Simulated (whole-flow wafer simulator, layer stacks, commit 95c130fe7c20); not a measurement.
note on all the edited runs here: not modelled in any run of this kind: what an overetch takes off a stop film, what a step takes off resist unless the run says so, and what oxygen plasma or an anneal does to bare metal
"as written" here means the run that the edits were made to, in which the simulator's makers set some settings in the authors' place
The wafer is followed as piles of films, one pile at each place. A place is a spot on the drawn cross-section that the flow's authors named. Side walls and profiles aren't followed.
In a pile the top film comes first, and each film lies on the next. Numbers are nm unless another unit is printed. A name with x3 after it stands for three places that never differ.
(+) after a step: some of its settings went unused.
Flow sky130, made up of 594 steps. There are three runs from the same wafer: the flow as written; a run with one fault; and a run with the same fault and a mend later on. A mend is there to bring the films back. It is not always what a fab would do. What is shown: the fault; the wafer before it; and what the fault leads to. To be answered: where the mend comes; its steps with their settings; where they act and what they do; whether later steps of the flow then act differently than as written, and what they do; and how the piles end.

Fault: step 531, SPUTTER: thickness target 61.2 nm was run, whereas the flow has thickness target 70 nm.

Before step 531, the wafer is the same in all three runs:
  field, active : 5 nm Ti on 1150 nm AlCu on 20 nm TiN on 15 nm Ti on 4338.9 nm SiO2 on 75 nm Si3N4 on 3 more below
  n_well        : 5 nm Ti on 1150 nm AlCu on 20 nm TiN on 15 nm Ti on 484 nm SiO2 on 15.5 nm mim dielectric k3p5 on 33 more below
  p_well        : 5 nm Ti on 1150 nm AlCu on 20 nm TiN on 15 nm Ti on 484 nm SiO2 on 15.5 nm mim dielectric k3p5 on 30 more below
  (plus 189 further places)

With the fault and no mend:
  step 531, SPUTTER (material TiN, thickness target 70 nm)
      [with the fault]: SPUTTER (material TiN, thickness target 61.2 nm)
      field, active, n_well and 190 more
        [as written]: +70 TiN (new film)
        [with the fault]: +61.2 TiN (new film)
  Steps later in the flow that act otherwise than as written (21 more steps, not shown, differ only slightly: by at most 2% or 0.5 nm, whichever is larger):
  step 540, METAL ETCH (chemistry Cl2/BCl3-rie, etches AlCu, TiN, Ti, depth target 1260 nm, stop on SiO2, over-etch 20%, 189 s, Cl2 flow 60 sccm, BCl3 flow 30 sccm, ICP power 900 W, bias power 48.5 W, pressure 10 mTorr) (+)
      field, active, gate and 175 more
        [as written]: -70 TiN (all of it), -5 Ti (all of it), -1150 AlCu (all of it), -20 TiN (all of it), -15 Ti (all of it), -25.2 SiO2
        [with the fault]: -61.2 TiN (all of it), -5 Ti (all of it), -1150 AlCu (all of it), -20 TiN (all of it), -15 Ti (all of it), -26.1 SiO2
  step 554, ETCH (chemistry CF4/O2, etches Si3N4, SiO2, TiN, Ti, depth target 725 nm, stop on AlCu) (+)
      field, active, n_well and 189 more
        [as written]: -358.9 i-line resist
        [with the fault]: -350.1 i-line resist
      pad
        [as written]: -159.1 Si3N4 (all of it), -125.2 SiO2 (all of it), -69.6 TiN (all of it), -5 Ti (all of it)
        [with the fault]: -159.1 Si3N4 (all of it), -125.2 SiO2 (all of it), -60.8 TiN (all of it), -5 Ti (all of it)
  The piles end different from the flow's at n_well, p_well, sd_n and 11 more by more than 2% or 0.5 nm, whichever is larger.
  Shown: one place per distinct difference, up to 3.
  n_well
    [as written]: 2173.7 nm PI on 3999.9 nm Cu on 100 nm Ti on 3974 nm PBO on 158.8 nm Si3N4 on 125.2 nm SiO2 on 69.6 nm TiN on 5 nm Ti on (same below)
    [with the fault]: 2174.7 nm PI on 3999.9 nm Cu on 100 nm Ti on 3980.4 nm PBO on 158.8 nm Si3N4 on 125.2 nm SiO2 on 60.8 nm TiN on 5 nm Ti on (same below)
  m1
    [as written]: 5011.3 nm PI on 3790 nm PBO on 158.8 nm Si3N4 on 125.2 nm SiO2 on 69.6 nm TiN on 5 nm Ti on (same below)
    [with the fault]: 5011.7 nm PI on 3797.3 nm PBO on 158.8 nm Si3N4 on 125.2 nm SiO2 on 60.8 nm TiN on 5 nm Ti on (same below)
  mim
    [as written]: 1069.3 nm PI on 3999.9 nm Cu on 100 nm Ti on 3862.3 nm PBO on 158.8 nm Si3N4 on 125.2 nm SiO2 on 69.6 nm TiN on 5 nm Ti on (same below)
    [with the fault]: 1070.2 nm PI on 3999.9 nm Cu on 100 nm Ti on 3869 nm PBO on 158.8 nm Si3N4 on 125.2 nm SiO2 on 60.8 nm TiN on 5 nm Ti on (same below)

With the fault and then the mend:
  After step 531 comes the mend.
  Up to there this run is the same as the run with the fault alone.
  step 531a, SPUTTER (material TiN, thickness target 8.8 nm) (a further turn of the flow's step 531, with different settings)
      field, active, n_well and 190 more
        +8.8 TiN
  Every later step of the flow that is run acts as written at every place that is followed.
  By the end, the piles equal the flow's at every place that both follow.
